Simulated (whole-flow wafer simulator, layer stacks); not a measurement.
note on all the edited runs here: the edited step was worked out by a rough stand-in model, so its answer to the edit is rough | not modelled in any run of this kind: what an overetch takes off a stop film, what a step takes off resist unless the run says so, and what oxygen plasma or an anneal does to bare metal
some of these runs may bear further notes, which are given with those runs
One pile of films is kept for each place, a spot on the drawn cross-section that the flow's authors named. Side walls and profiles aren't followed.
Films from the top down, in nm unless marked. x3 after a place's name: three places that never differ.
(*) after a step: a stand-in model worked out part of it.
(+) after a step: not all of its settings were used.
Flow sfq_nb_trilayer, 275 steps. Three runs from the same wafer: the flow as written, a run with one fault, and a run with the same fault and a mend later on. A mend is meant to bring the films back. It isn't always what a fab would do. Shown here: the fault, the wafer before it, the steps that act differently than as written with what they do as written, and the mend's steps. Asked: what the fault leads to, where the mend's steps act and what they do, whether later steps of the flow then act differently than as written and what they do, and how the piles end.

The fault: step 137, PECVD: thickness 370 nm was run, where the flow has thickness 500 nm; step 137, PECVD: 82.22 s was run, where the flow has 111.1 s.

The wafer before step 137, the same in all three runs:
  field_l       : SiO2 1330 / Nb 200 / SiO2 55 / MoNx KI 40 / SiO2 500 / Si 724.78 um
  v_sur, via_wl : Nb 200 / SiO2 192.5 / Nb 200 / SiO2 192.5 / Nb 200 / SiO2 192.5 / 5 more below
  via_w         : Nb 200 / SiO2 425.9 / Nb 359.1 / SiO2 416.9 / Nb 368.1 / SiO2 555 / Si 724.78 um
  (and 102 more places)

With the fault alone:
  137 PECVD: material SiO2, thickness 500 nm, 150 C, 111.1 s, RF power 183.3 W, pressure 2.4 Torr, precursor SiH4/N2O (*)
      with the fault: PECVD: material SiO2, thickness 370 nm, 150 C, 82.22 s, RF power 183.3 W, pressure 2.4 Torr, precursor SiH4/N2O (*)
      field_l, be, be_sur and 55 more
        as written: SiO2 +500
        with the fault: SiO2 +370
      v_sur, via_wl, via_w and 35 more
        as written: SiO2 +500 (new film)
        with the fault: SiO2 +370 (new film)
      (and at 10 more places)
  Later steps of the flow that act differently than as written (18 more steps differ only slightly, by at most 2% or 0.5 nm, whichever is larger, and aren't shown):
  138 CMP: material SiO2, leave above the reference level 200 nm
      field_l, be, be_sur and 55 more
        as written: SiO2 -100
        with the fault: nothing
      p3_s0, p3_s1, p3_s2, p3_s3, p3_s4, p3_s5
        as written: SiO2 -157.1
        with the fault: nothing
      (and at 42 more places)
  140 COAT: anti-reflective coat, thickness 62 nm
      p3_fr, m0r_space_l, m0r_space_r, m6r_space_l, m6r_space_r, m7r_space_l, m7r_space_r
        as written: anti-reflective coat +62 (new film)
        with the fault: anti-reflective coat +66.2 (new film)
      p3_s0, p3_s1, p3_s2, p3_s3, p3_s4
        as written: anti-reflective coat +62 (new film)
        with the fault: anti-reflective coat +72.4 (new film)
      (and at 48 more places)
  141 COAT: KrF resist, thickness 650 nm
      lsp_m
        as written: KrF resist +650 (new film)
        with the fault: KrF resist +636.7 (new film)
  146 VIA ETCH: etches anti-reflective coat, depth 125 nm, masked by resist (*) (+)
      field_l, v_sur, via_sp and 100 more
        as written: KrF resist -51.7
        with the fault: KrF resist -49.8
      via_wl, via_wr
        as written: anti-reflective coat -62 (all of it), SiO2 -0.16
        with the fault: anti-reflective coat -59.8 (all of it), SiO2 -0.15
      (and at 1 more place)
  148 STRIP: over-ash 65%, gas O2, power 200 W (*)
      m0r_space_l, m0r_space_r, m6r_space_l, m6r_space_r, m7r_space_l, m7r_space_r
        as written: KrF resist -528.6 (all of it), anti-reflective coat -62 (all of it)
        with the fault: KrF resist -533.6 (all of it), anti-reflective coat -66.2 (all of it)
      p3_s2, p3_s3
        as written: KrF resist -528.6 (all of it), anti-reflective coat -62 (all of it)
        with the fault: KrF resist -535.5 (all of it), anti-reflective coat -72.4 (all of it)
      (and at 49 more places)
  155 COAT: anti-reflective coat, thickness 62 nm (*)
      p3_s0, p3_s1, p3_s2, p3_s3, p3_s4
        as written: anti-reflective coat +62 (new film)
        with the fault: anti-reflective coat +70 (new film)
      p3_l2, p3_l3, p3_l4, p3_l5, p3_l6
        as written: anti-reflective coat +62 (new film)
        with the fault: anti-reflective coat +54.5 (new film)
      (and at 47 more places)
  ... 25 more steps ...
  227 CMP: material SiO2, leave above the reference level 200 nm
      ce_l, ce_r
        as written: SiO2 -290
        with the fault: SiO2 -300
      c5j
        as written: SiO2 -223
        with the fault: SiO2 -233
  At the end the piles differ from the flow's by more than 2% or 0.5 nm, whichever is larger, at be, be_sur, gap and 37 more.
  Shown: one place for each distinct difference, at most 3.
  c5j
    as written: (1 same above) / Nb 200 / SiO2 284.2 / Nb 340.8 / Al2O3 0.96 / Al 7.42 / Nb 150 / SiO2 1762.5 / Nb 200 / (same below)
    with the fault: (1 same above) / Nb 200 / SiO2 293.3 / Nb 183.3 / SiO2 8.38 / Nb 170 / Al2O3 0.96 / Al 7.42 / Nb 150 / SiO2 1732.5 / Nb 200 / (same below)
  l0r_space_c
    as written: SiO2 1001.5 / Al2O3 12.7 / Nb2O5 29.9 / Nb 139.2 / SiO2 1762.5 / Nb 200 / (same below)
    with the fault: SiO2 1031.5 / Al2O3 12.7 / Nb2O5 29.9 / Nb 139.2 / SiO2 1732.5 / Nb 200 / (same below)
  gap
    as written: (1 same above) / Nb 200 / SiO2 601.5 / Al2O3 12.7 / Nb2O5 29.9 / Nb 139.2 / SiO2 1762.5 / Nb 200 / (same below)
    with the fault: (1 same above) / Nb 200 / SiO2 631.5 / Al2O3 12.7 / Nb2O5 29.9 / Nb 139.2 / SiO2 1732.5 / Nb 200 / (same below)

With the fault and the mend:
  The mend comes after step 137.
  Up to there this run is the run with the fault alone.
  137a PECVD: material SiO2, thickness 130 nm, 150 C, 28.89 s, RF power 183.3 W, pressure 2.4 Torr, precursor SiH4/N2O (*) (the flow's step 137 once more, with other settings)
      field_l, v_sur, via_wl and 99 more
        SiO2 +130
      lsp_r, l0_sur, l0v
        SiO2 +128
      via_v
        SiO2 +124.1
  Later steps of the flow that act differently than as written:
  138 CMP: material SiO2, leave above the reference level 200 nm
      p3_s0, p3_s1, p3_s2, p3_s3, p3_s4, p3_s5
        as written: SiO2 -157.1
        with the mend: SiO2 -100
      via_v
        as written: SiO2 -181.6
        with the mend: SiO2 -125
  At the end the piles are the same as the flow's at every place that both follow.
